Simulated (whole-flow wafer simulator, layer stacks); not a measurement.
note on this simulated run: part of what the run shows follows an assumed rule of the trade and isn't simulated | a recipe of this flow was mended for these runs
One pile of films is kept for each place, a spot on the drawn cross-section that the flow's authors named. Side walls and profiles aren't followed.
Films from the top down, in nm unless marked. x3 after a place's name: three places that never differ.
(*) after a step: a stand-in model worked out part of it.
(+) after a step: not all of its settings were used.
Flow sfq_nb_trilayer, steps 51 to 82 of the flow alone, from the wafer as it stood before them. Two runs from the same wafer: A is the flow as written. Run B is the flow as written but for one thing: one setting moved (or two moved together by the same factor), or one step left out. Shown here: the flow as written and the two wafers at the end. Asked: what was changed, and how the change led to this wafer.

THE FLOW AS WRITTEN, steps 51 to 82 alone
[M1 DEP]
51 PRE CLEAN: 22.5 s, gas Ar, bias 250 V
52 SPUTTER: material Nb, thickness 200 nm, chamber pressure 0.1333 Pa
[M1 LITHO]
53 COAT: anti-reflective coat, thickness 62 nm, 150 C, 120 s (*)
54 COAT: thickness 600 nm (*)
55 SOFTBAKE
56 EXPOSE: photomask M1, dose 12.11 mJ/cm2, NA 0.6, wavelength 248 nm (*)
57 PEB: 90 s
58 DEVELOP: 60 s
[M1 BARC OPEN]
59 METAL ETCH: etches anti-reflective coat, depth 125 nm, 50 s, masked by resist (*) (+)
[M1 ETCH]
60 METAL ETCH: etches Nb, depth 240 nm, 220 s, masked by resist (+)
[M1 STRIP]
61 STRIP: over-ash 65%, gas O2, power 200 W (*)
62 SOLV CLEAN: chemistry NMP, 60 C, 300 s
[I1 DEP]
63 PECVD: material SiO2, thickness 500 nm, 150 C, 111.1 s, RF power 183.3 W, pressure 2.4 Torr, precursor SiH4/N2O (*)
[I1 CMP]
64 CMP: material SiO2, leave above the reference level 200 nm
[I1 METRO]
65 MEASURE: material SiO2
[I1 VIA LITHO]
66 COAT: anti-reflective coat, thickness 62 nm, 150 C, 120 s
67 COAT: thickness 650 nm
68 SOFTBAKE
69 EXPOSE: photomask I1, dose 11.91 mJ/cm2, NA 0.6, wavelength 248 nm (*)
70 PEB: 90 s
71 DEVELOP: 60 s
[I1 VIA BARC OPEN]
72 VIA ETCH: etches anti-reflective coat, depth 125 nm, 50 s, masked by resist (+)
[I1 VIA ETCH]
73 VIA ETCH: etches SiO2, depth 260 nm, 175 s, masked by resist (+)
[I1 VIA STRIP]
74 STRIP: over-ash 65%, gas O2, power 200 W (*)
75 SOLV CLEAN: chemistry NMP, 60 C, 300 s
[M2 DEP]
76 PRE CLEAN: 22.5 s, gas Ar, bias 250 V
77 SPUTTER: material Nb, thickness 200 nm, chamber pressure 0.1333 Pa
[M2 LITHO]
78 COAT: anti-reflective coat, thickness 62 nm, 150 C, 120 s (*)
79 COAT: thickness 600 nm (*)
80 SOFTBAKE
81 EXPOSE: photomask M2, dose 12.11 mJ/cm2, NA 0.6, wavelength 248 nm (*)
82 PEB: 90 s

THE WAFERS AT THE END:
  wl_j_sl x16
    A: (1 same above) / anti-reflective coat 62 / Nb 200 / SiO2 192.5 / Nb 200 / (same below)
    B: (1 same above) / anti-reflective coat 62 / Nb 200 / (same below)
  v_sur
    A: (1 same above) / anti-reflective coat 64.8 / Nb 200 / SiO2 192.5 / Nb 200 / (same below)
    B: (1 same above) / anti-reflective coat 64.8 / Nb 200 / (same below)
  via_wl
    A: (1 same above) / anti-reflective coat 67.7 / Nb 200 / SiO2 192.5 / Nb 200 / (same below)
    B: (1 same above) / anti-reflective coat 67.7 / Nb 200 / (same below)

The cause: step 52, SPUTTER: material Nb, thickness 200 nm, chamber pressure 0.1333 Pa, was left out.

How the change led to this, step by step:
  53 COAT: anti-reflective coat, thickness 62 nm, 150 C, 120 s (*)
      v_sur: A anti-reflective coat +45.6 (new film) | B anti-reflective coat +42.6 (new film)
      via_wl: A anti-reflective coat +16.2 (new film) | B anti-reflective coat +14 (new film)
      (and at 3 more places)
  54 COAT: thickness 600 nm (*)
      via_w: A KrF-resist-other-grade +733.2 (new film) | B KrF-resist-other-grade +716.7 (new film)
  60 METAL ETCH: etches Nb, depth 240 nm, 220 s, masked by resist (+)
      field_l, be, be_sur and 79 more: A Nb -200 (all of it), SiO2 -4 | B SiO2 -24
  61 STRIP: over-ash 65%, gas O2, power 200 W (*)
      v_sur: A KrF-resist-other-grade -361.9 (all of it), anti-reflective coat -45.6 (all of it) | B KrF-resist-other-grade -365.5 (all of it), anti-reflective coat -42.6 (all of it)
      via_wl: A KrF-resist-other-grade -382.3 (all of it), anti-reflective coat -16.2 (all of it) | B KrF-resist-other-grade -385.9 (all of it), anti-reflective coat -14 (all of it)
      (and at 3 more places)
  63 PECVD: material SiO2, thickness 500 nm, 150 C, 111.1 s, RF power 183.3 W, pressure 2.4 Torr, precursor SiH4/N2O (*)
      v_sur, via_wl, via_wr, via_sp, via_v, wire, ln_m5, wl_j_sl x16: A SiO2 +500 (new film) | B SiO2 +500
      wl_d_sl x2: A SiO2 +561.1 | B SiO2 +500
      (and at 1 more place)
  64 CMP: material SiO2, leave above the reference level 200 nm
      field_l, be, be_sur and 72 more: A SiO2 -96 | B SiO2 -468.2
      v_sur, via_wl, via_wr, via_sp, via_v, wire, ln_m5, wl_j_sl x16: A SiO2 -300 | B SiO2 -492.5
      (and at 8 more places)
Counting metal films that touch as one body, wl_j_sl x16 has 2 bodies (between them, from the top down: SiO2 192.5); the flow as written gives 3 bodies (between them, from the top down: SiO2 192.5; SiO2 192.5).
Counting metal films that touch as one body, v_sur has 2 bodies (between them, from the top down: SiO2 192.5); the flow as written gives 3 bodies (between them, from the top down: SiO2 192.5; SiO2 192.5).
Counting metal films that touch as one body, via_wl has 2 bodies (between them, from the top down: SiO2 192.5); the flow as written gives 3 bodies (between them, from the top down: SiO2 192.5; SiO2 192.5).
